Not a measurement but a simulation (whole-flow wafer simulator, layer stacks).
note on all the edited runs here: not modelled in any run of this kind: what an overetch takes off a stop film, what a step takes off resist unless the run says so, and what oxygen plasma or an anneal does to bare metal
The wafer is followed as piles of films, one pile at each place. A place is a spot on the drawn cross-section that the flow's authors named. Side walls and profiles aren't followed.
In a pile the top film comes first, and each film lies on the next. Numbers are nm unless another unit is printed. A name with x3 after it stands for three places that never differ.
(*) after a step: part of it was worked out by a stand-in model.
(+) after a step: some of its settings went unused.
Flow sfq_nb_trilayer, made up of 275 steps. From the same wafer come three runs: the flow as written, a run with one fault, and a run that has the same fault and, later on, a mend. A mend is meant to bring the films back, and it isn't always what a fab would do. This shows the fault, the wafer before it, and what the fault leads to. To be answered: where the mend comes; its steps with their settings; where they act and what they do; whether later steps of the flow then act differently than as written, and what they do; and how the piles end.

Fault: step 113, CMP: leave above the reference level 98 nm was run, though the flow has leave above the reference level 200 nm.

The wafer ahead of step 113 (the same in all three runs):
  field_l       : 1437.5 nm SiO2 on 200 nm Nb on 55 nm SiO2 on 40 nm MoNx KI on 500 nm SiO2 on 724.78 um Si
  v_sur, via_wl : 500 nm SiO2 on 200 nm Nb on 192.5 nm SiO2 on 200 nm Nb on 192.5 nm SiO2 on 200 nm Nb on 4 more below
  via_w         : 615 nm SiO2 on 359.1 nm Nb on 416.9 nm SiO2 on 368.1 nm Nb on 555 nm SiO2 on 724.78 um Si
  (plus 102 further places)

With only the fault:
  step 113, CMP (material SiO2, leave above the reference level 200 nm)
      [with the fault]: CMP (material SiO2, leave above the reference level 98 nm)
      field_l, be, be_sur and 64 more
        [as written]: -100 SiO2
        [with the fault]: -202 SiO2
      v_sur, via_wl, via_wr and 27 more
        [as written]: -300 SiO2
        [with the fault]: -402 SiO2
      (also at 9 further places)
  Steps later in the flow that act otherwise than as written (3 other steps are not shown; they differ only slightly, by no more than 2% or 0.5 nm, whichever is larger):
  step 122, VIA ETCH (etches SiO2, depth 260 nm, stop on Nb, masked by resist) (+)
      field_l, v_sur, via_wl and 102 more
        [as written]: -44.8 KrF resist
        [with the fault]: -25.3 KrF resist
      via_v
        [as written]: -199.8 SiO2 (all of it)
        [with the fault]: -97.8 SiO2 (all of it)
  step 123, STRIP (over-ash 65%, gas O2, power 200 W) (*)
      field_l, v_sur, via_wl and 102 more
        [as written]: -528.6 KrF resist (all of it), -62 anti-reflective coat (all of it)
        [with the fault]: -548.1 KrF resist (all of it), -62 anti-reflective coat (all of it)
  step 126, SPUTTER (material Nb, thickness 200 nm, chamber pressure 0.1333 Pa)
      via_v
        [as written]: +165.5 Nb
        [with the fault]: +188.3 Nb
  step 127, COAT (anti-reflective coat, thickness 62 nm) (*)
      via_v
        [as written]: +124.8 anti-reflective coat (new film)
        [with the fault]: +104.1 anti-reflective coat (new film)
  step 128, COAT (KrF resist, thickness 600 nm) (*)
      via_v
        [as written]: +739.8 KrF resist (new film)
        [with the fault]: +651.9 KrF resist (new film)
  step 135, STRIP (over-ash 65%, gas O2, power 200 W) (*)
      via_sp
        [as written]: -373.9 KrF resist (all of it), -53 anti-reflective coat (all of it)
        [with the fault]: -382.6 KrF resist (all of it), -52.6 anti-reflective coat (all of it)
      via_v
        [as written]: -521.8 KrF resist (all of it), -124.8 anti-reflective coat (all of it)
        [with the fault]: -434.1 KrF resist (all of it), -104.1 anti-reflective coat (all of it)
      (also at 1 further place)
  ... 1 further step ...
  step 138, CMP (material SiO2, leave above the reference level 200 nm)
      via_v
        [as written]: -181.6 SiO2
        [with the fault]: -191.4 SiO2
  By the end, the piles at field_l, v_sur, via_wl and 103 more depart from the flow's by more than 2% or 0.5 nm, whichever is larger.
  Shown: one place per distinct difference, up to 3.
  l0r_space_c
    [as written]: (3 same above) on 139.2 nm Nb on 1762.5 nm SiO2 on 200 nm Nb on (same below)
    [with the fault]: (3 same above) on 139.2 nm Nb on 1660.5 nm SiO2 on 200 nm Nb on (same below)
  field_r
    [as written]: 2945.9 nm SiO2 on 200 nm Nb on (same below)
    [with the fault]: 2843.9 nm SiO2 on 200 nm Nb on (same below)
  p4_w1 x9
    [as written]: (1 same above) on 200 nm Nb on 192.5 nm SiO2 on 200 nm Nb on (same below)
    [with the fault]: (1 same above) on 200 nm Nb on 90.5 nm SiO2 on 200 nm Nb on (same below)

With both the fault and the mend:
  The mend follows step 114.
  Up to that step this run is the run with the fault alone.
  step 114a, PECVD (material SiO2, thickness 102 nm, 150 C, 22.67 s, RF power 183.3 W, pressure 2.4 Torr, precursor SiH4/N2O) (the flow's step 112 again, with other settings)
      field_l, v_sur, via_wl and 103 more
        +102 SiO2
  Later steps of the flow that are run all act as written at every place that is followed.
  At every place that both follow, the piles at the end match the flow's.
